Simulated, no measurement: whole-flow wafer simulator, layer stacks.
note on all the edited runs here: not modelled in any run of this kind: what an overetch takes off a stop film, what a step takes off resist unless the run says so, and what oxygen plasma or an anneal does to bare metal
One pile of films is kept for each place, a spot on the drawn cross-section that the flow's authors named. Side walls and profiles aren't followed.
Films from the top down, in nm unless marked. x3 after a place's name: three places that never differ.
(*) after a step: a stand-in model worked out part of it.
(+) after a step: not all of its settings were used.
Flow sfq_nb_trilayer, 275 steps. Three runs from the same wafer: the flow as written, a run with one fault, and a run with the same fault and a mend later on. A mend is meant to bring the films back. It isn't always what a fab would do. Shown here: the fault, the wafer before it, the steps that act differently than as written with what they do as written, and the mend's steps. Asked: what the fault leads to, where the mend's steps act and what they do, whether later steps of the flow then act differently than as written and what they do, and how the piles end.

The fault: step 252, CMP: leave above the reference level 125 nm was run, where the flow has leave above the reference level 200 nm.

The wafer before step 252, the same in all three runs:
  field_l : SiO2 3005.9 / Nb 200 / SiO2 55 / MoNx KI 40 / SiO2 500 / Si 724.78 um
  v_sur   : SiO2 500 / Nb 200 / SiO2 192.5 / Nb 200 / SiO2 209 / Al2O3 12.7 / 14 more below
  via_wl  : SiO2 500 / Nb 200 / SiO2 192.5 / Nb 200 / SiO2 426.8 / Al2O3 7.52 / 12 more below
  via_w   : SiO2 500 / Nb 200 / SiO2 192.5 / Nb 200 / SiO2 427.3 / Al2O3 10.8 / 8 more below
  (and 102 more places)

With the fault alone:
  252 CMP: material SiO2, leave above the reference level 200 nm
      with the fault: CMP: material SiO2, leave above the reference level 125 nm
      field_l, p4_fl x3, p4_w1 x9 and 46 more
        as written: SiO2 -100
        with the fault: SiO2 -175
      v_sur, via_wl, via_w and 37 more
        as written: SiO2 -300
        with the fault: SiO2 -375
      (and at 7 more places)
  Later steps of the flow that act differently than as written (2 more steps differ only slightly, by at most 2% or 0.5 nm, whichever is larger, and aren't shown):
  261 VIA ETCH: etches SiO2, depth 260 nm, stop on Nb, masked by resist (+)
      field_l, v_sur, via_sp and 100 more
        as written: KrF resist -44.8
        with the fault: KrF resist -32.3
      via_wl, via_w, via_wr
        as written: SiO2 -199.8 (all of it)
        with the fault: SiO2 -124.8 (all of it)
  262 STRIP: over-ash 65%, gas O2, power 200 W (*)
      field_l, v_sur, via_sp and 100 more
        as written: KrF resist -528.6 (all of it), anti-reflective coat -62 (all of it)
        with the fault: KrF resist -541.1 (all of it), anti-reflective coat -62 (all of it)
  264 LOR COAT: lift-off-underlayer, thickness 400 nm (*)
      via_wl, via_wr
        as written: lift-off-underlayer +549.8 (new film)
        with the fault: lift-off-underlayer +493.6 (new film)
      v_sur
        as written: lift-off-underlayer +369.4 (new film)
        with the fault: lift-off-underlayer +380.9 (new film)
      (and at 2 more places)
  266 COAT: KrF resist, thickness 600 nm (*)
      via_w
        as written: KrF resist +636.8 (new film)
        with the fault: KrF resist +623 (new film)
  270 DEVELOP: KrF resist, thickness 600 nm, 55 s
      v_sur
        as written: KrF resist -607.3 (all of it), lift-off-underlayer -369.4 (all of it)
        with the fault: KrF resist -604.1 (all of it), lift-off-underlayer -380.9 (all of it)
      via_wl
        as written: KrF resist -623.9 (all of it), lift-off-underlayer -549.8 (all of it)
        with the fault: KrF resist -614.4 (all of it), lift-off-underlayer -493.6 (all of it)
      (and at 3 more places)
  At the end the piles differ from the flow's by more than 2% or 0.5 nm, whichever is larger, at field_l, v_sur, via_sp and 100 more.
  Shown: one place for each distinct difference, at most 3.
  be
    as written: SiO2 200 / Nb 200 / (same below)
    with the fault: SiO2 125 / Nb 200 / (same below)
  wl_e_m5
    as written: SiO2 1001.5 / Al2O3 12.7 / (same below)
    with the fault: SiO2 926.5 / Al2O3 12.7 / (same below)
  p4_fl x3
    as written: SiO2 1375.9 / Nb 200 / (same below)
    with the fault: SiO2 1300.9 / Nb 200 / (same below)

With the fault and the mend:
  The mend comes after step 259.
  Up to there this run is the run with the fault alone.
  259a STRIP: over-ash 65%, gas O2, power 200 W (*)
      field_l, v_sur, via_sp and 100 more
        KrF resist -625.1 (all of it), anti-reflective coat -62 (all of it)
      via_wl, via_w, via_wr
        anti-reflective coat -62 (all of it)
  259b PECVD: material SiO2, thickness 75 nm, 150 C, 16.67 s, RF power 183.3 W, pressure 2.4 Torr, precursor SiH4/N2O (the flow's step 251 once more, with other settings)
      field_l, v_sur, via_wl and 103 more
        SiO2 +75
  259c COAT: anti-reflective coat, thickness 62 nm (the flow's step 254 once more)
      field_l, v_sur, via_wl and 103 more
        anti-reflective coat +62 (new film)
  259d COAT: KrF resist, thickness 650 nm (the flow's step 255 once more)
      field_l, v_sur, via_wl and 103 more
        KrF resist +650 (new film)
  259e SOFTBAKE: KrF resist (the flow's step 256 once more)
      changes no film at any place that is followed
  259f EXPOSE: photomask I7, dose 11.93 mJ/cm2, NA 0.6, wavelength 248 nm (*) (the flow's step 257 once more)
      changes no film at any place that is followed
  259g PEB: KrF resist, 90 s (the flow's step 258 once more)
      field_l, v_sur, via_wl and 103 more
        KrF resist -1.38
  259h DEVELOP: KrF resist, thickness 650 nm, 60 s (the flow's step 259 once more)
      field_l, v_sur, via_sp and 100 more
        KrF resist -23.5
      via_wl, via_w, via_wr
        KrF resist -648.6 (all of it)
  No later step of the flow acts differently than as written at any place that is followed.
  At the end the piles are the same as the flow's at every place that both follow.
